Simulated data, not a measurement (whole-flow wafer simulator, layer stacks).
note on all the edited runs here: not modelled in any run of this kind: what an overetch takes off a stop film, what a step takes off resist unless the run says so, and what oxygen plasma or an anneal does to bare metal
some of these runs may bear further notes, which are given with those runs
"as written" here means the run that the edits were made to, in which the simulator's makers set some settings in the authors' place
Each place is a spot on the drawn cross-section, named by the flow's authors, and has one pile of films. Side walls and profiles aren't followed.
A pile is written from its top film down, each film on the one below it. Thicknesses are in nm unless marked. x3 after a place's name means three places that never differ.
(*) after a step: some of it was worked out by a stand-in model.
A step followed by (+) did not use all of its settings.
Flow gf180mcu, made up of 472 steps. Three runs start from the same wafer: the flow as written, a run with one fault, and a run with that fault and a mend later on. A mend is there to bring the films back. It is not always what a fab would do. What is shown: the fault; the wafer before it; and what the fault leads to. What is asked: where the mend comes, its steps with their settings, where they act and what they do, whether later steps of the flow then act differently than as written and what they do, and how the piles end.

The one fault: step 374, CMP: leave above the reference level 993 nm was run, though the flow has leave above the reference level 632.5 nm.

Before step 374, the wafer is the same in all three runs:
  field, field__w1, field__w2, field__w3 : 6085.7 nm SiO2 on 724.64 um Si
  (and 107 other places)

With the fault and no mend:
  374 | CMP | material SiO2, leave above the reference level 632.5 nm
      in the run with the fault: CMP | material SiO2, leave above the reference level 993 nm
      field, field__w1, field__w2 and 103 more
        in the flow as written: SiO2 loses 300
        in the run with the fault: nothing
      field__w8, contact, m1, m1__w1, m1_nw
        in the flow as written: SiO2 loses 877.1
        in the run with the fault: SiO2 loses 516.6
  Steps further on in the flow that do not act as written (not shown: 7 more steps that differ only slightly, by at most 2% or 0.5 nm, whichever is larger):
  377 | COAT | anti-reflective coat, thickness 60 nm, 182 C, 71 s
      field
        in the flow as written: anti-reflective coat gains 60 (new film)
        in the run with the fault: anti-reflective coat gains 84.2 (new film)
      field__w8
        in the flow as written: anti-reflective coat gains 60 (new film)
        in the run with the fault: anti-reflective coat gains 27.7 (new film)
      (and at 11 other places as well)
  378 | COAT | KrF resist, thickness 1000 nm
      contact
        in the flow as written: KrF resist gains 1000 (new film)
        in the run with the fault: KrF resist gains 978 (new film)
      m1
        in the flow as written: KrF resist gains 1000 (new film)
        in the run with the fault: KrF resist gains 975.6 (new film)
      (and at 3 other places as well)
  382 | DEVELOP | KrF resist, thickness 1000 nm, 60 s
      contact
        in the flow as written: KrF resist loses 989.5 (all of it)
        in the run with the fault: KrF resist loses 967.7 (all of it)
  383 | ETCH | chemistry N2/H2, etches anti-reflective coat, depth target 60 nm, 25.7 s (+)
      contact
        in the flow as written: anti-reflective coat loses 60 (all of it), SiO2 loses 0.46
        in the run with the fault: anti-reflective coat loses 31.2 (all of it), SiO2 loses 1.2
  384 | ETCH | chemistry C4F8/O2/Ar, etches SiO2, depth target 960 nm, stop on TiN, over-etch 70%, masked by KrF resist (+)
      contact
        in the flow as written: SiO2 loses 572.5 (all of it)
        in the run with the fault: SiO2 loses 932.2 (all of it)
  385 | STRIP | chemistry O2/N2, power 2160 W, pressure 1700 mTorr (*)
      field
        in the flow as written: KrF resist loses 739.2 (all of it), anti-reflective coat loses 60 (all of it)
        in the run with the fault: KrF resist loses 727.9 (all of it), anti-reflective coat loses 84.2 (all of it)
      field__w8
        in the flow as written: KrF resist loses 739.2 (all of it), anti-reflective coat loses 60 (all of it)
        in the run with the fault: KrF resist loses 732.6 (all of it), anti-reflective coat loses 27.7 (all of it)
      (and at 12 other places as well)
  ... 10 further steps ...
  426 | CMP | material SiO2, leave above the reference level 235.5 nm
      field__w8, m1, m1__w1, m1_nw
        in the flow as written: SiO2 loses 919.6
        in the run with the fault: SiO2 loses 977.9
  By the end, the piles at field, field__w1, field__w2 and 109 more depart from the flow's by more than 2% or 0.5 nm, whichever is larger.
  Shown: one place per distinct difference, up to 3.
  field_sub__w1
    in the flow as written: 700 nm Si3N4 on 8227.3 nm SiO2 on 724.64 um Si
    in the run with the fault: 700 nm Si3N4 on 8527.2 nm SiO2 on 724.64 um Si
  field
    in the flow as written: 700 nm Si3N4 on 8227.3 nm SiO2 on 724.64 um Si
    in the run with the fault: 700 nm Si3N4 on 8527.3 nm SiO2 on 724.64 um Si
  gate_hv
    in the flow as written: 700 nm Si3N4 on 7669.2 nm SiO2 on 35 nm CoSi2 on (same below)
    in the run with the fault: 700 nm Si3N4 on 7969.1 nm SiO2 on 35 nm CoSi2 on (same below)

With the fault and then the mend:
  The mend stands after step 374.
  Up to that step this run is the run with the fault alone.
  374a | CMP | material SiO2, leave above the reference level 632.5 nm (a further turn of the flow's step 374)
      field, field__w1, field__w2 and 103 more
        SiO2 loses 300
      field__w8, contact, m1, m1__w1, m1_nw
        SiO2 loses 360.5
  Later steps of the flow that are run all act as written at every place that is followed.
  The piles end the same as the flow's at every place that both follow.
